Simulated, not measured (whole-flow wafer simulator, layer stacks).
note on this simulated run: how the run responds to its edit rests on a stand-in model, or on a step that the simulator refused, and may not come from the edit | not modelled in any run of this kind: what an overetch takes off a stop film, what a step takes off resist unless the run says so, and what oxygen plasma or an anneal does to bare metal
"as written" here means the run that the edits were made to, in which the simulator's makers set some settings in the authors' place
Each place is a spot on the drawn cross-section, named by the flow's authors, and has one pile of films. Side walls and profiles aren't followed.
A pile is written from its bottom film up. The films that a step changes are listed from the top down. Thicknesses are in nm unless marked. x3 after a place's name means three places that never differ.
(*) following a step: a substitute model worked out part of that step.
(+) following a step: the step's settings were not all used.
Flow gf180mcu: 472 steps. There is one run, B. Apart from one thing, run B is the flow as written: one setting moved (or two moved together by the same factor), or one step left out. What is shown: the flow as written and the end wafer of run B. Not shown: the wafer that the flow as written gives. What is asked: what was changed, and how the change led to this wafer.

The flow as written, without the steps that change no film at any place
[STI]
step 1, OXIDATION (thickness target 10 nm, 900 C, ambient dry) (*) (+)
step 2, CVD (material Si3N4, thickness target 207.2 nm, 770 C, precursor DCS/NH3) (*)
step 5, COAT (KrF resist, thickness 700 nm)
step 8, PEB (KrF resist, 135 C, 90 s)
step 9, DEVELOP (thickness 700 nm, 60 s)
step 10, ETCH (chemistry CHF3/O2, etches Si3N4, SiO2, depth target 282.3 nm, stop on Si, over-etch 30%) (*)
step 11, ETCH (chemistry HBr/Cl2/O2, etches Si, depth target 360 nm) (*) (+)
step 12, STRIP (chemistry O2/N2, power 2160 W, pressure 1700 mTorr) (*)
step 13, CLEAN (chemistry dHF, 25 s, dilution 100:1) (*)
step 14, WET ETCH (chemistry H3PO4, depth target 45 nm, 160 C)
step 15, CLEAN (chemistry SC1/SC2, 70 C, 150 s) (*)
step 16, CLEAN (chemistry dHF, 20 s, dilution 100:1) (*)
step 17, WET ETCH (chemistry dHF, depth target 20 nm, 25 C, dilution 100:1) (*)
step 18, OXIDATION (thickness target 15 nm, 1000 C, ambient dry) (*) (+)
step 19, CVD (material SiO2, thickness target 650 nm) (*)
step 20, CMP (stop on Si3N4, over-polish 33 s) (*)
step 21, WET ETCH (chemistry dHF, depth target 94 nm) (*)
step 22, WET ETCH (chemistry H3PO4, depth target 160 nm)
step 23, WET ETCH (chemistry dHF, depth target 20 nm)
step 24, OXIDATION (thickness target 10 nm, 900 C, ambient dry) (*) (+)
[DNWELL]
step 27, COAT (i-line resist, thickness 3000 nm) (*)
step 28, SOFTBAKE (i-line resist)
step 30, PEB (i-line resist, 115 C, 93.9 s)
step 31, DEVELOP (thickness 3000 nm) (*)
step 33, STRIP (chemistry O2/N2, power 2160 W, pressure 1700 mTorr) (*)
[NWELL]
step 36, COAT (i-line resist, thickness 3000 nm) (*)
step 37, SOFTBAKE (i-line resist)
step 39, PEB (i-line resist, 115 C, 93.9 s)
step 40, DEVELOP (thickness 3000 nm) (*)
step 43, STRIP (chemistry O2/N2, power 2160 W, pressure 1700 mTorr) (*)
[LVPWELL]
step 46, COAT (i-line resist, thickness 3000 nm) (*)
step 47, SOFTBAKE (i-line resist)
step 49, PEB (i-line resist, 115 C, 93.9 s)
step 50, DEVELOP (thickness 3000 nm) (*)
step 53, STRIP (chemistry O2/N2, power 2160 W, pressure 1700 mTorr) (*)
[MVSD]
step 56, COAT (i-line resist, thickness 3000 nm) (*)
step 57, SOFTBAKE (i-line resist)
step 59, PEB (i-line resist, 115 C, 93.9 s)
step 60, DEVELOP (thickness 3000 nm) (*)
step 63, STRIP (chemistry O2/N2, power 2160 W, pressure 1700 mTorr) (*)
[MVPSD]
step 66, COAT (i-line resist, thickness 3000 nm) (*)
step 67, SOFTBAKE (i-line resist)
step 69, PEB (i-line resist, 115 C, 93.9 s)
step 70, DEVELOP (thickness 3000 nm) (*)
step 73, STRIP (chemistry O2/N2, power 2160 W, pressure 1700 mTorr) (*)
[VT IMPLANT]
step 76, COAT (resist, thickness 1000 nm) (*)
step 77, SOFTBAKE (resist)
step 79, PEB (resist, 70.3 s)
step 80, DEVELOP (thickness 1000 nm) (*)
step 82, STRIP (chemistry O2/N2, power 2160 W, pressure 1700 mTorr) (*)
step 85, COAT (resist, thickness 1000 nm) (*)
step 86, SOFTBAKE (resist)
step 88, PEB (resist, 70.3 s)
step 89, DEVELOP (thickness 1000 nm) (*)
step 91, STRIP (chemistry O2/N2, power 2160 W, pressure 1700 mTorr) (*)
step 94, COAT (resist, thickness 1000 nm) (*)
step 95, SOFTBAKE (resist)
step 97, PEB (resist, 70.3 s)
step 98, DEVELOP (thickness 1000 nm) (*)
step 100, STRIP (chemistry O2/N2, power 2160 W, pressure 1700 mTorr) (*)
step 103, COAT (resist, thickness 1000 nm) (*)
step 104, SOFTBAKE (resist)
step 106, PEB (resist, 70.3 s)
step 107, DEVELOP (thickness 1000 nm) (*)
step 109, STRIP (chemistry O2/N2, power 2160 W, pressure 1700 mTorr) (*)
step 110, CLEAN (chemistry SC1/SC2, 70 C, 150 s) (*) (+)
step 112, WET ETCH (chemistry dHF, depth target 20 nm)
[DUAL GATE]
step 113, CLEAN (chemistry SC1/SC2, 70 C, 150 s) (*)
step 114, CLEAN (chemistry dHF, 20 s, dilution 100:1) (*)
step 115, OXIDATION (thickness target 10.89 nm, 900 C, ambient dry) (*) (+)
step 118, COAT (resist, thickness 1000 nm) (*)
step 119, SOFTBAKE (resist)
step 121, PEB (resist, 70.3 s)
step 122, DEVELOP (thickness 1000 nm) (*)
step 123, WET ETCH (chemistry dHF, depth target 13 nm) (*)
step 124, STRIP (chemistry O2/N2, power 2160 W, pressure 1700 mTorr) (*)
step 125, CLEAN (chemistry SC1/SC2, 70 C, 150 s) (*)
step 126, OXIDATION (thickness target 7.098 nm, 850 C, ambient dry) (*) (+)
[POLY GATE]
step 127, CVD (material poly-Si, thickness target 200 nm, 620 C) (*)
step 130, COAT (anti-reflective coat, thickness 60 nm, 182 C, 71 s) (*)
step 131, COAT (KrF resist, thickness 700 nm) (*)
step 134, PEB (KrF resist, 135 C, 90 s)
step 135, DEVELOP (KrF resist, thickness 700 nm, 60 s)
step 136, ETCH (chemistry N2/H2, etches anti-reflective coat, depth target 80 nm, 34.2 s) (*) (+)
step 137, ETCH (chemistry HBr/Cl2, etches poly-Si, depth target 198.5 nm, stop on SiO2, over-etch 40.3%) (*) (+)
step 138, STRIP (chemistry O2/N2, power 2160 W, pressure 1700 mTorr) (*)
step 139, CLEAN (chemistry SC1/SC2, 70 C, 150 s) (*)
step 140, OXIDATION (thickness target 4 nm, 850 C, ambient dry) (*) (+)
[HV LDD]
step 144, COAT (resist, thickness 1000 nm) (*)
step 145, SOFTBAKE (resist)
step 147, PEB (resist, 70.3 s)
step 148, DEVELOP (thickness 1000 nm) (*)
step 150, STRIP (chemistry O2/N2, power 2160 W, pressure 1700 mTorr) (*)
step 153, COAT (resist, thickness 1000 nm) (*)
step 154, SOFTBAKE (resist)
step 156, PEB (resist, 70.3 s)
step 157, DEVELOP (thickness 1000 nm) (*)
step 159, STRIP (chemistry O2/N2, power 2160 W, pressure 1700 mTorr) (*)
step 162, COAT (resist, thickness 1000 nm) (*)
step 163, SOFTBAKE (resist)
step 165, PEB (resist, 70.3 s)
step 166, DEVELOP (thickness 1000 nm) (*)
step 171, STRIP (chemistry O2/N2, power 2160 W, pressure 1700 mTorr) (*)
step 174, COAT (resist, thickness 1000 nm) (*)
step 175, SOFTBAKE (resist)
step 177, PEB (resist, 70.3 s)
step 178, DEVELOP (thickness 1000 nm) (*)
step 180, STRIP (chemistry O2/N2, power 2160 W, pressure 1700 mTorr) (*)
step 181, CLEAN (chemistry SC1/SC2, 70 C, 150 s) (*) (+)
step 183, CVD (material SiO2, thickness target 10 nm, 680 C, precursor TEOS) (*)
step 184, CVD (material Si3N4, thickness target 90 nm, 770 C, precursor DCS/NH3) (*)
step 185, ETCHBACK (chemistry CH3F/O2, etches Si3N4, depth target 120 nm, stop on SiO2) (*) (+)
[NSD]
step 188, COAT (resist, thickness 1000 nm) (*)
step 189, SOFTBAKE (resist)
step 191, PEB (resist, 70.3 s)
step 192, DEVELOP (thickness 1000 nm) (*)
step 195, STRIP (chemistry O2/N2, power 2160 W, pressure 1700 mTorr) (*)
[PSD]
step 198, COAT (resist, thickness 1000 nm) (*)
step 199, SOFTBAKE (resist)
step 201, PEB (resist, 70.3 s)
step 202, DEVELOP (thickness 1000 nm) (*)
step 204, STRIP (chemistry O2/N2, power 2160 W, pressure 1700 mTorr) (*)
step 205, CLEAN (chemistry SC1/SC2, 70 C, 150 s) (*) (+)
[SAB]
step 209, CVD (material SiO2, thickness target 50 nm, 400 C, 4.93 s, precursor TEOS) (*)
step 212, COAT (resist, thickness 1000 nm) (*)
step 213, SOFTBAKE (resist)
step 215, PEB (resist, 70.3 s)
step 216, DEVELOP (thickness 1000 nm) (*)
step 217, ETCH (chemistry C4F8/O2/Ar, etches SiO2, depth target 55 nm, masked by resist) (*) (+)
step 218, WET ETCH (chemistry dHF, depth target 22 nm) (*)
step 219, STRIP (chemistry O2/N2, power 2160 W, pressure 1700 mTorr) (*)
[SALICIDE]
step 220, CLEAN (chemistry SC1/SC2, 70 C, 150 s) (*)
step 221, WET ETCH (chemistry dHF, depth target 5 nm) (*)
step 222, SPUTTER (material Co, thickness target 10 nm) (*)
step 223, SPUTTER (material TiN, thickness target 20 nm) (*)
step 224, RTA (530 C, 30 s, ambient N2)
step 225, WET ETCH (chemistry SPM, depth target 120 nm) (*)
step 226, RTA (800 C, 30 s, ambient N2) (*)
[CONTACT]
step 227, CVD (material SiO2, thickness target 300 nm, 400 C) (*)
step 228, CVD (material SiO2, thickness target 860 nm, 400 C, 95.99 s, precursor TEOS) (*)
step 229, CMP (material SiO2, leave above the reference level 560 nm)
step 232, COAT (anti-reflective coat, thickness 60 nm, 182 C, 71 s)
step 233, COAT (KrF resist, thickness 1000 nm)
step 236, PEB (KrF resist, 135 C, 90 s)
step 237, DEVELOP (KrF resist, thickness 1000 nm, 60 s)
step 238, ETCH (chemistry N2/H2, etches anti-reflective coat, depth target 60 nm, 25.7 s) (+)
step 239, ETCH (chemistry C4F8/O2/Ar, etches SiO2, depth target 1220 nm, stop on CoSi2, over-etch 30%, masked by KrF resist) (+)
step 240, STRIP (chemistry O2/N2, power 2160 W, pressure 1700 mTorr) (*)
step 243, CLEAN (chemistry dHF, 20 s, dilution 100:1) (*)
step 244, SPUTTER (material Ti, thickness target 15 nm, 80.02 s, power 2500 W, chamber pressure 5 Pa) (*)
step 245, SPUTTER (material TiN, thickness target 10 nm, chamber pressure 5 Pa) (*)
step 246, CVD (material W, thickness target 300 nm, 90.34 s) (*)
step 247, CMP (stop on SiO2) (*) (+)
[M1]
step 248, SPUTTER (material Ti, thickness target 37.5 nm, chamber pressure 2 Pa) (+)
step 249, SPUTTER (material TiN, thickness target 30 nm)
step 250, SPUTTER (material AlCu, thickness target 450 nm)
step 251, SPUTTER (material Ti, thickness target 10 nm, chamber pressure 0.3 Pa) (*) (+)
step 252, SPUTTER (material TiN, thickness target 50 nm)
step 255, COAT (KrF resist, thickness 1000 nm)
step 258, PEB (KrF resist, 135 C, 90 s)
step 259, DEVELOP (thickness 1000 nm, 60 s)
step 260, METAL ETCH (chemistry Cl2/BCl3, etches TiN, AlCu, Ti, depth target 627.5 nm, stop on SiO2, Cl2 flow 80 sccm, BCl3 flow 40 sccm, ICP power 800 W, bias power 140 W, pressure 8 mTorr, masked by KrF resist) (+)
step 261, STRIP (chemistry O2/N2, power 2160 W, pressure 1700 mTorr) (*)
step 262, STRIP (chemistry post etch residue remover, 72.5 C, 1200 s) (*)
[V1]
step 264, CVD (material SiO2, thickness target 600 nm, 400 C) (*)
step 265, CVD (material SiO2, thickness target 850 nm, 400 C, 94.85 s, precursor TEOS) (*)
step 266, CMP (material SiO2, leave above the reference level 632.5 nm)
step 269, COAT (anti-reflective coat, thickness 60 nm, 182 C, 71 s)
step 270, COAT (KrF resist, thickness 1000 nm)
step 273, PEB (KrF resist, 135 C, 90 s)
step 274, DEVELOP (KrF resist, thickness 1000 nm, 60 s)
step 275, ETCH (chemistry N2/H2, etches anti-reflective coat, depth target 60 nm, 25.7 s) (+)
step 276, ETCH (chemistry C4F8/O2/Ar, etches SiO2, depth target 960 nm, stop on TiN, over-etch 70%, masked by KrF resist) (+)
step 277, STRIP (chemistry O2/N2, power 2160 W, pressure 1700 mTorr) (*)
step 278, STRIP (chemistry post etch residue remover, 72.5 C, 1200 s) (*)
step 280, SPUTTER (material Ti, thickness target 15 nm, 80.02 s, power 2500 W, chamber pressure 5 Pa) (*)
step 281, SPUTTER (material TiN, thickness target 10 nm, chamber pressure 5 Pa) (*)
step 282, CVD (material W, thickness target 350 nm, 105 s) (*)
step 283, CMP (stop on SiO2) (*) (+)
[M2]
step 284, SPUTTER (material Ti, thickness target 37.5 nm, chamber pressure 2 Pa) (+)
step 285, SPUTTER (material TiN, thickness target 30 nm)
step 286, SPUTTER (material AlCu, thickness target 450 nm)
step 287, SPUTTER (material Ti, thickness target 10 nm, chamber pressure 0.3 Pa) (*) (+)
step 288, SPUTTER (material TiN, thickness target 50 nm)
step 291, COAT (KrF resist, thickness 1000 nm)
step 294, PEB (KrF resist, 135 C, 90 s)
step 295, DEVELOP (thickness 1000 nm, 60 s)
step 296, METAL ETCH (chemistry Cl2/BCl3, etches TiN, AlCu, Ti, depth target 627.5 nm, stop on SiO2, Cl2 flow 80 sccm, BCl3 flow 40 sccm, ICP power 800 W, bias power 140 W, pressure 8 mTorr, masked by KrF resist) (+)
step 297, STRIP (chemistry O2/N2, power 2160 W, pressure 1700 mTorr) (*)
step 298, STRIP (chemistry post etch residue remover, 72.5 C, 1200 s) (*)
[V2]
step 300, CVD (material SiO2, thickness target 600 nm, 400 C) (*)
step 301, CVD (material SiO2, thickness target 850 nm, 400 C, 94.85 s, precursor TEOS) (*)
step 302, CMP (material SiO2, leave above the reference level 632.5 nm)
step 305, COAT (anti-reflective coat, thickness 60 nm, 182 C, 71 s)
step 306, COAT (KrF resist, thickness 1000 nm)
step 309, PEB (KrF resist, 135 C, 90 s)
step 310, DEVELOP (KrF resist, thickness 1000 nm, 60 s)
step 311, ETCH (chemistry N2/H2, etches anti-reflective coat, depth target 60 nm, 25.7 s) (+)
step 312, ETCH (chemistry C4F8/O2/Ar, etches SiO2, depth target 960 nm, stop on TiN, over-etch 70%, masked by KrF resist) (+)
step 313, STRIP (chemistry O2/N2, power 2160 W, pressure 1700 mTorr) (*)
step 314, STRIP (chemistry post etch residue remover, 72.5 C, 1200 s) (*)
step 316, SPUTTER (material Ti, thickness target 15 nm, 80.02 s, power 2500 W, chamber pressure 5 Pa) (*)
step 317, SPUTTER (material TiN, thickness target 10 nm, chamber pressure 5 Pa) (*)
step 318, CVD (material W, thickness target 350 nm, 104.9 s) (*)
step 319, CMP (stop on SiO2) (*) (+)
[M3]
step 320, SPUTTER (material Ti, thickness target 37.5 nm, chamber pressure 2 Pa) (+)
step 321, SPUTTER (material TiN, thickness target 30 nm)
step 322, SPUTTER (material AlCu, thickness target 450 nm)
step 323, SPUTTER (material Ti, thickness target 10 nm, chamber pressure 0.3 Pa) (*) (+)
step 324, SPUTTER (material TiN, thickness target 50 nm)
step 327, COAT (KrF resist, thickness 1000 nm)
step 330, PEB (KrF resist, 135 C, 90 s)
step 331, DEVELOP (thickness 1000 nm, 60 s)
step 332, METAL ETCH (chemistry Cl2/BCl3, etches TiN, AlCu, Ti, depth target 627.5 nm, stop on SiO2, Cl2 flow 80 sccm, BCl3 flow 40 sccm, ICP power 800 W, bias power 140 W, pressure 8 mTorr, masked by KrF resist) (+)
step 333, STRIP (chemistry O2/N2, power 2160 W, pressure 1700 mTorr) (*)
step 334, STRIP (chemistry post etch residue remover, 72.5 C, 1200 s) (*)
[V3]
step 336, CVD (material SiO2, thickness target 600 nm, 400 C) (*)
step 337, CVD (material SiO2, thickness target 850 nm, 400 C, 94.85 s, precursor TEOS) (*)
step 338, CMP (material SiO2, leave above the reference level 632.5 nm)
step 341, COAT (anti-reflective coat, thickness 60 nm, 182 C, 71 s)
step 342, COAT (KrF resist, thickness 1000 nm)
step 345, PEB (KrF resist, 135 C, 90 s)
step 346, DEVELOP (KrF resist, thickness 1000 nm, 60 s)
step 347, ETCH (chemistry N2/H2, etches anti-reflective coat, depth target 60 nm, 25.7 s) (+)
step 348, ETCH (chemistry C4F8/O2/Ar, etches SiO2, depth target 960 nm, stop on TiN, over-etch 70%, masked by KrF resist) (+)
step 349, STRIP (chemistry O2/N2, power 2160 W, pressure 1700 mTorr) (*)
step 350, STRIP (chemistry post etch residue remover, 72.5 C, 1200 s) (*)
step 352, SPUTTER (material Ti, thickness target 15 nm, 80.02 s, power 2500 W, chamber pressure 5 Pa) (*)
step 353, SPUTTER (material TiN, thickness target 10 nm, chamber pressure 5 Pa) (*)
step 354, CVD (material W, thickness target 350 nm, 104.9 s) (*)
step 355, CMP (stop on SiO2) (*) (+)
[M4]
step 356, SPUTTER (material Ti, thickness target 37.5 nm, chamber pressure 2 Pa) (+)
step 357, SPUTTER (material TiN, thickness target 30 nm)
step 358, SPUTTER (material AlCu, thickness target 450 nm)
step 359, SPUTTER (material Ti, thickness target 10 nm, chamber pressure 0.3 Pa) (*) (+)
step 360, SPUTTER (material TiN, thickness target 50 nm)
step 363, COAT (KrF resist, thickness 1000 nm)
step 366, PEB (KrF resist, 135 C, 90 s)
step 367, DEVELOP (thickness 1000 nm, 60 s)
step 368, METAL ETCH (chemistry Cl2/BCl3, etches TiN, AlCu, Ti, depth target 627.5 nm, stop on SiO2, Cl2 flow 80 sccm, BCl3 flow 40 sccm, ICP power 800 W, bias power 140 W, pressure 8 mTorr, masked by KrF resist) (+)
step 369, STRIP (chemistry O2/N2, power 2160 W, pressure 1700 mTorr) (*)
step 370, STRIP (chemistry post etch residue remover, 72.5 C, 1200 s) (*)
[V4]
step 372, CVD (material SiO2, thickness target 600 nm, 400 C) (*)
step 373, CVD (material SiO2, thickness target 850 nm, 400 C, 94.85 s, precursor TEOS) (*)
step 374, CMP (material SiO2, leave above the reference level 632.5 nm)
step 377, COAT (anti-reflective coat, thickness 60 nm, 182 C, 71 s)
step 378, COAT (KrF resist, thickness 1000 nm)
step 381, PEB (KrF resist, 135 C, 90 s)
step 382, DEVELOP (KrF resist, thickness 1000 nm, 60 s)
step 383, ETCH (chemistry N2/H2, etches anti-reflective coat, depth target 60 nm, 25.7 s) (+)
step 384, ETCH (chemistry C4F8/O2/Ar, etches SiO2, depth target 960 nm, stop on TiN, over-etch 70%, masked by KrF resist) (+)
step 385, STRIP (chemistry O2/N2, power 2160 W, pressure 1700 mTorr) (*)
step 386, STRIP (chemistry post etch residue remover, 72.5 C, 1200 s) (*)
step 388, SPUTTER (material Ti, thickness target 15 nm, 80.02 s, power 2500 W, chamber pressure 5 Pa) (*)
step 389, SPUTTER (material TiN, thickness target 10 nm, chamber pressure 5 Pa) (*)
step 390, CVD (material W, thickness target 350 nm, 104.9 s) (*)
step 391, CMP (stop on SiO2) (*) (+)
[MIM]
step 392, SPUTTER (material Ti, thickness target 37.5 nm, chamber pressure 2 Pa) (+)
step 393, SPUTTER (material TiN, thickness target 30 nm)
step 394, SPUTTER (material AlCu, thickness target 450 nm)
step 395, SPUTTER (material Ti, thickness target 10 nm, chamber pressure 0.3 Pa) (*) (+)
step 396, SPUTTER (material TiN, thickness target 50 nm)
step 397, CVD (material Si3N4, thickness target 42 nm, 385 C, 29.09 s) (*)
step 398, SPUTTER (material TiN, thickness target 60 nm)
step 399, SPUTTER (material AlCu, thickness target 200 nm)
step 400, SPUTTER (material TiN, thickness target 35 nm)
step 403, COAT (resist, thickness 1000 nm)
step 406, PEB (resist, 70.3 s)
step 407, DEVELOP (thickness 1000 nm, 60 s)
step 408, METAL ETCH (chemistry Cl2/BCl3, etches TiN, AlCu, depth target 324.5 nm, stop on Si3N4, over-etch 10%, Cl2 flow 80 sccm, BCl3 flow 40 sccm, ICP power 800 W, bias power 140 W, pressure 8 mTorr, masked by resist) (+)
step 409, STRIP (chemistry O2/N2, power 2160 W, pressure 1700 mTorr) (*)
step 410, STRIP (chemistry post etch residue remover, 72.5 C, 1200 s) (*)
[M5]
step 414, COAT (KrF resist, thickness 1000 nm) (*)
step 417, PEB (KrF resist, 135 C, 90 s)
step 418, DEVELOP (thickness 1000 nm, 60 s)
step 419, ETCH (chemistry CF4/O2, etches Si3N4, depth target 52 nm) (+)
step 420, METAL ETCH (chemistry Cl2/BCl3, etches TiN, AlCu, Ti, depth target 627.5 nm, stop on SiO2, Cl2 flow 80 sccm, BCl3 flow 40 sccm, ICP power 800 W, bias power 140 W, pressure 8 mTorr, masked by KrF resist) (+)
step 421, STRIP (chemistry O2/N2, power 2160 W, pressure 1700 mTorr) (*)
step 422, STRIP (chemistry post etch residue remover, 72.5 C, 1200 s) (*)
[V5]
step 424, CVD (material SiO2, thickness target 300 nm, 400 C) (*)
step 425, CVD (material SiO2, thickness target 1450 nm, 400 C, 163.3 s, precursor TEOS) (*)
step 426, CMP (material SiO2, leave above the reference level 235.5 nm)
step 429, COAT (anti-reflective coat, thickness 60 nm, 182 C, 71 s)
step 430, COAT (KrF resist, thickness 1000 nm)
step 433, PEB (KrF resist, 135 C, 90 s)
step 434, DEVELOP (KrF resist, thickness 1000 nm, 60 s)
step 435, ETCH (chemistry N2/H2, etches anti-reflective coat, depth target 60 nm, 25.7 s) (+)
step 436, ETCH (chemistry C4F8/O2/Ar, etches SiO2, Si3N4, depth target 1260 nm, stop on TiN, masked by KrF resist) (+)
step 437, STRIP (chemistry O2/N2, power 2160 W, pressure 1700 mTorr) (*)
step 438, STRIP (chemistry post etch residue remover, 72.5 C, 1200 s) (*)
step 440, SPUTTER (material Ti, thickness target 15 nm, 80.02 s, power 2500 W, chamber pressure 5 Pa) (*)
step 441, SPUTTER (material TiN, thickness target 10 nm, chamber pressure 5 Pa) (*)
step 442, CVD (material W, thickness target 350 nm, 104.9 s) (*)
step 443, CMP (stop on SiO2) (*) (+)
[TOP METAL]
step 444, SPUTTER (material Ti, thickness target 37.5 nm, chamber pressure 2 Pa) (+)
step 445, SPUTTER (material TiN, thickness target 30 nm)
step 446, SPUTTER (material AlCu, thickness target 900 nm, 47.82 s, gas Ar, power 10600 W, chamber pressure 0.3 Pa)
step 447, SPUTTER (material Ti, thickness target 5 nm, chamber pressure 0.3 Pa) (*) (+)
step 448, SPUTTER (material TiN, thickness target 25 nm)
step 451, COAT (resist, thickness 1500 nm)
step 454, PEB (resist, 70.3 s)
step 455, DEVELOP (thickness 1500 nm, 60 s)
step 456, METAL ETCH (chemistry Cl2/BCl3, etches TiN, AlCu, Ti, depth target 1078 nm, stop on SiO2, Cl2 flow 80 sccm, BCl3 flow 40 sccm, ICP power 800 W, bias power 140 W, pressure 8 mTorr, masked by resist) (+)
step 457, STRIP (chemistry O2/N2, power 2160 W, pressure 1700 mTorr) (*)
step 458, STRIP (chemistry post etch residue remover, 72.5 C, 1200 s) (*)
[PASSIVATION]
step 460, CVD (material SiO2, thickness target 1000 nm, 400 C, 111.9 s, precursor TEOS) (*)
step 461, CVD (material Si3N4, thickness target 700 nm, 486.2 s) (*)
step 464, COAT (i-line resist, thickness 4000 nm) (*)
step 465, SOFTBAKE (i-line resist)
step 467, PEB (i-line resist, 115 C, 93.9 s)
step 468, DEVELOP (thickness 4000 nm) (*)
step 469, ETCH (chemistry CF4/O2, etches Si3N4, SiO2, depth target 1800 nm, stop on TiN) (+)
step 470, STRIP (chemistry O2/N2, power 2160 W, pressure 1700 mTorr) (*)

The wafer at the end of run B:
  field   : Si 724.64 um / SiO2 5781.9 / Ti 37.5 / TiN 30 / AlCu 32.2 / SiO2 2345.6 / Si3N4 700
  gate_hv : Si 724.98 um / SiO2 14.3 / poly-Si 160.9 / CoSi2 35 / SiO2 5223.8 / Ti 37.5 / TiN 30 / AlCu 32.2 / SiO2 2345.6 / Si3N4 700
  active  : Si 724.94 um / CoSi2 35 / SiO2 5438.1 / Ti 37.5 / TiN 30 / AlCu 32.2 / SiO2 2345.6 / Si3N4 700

What caused this: step 420, METAL ETCH: depth target 470.6 nm was run, though the flow has depth target 627.5 nm.

Step by step, how the change led to this:
  step 420, METAL ETCH (chemistry Cl2/BCl3, etches TiN, AlCu, Ti, depth target 627.5 nm, stop on SiO2, Cl2 flow 80 sccm, BCl3 flow 40 sccm, ICP power 800 W, bias power 140 W, pressure 8 mTorr, masked by KrF resist) (+)
      field, field__w1, field__w2 and 101 more: -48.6 TiN (all of it), -10 Ti (all of it), -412 AlCu (it would be, as written: -48.6 TiN (all of it), -10 Ti (all of it), -450 AlCu (all of it), -30 TiN (all of it), -37.5 Ti (all of it))
      field__w4, field__w8, contact, m1, m1__w1, mim, mim_1p0, m1_nw: -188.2 KrF resist (it would be, as written: -251 KrF resist)
  step 421, STRIP (chemistry O2/N2, power 2160 W, pressure 1700 mTorr) (*)
      field__w8, m1__w1: -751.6 KrF resist (all of it) (it would be, as written: -688.9 KrF resist (all of it))
      contact, m1: -752.1 KrF resist (all of it) (it would be, as written: -689.3 KrF resist (all of it))
      (and at 4 other places as well)
  step 422, STRIP (chemistry post etch residue remover, 72.5 C, 1200 s) (*)
      field, field__w1, field__w2 and 101 more: -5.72 AlCu (it would be, as written: nothing)
  step 424, CVD (material SiO2, thickness target 300 nm, 400 C) (*)
      field, field__w1, field__w2 and 101 more: +300 SiO2 (new film) (it would be, as written: +300 SiO2)
  step 426, CMP (material SiO2, leave above the reference level 235.5 nm)
      field, field__w1, field__w5 and 92 more: -400.6 SiO2 (it would be, as written: -300.8 SiO2)
      field__w2, field__w3, field__w12 and 6 more: -377 SiO2 (it would be, as written: -272.7 SiO2)
If metal films that touch count as one body, field has 1 body; the flow as written gives 0 bodies.
If metal films that touch count as one body, gate_hv has 2 bodies (between them, from the top down: SiO2 5223.8); the flow as written gives 1 body.
If metal films that touch count as one body, active has 2 bodies (between them, from the top down: SiO2 5438.1); the flow as written gives 1 body.
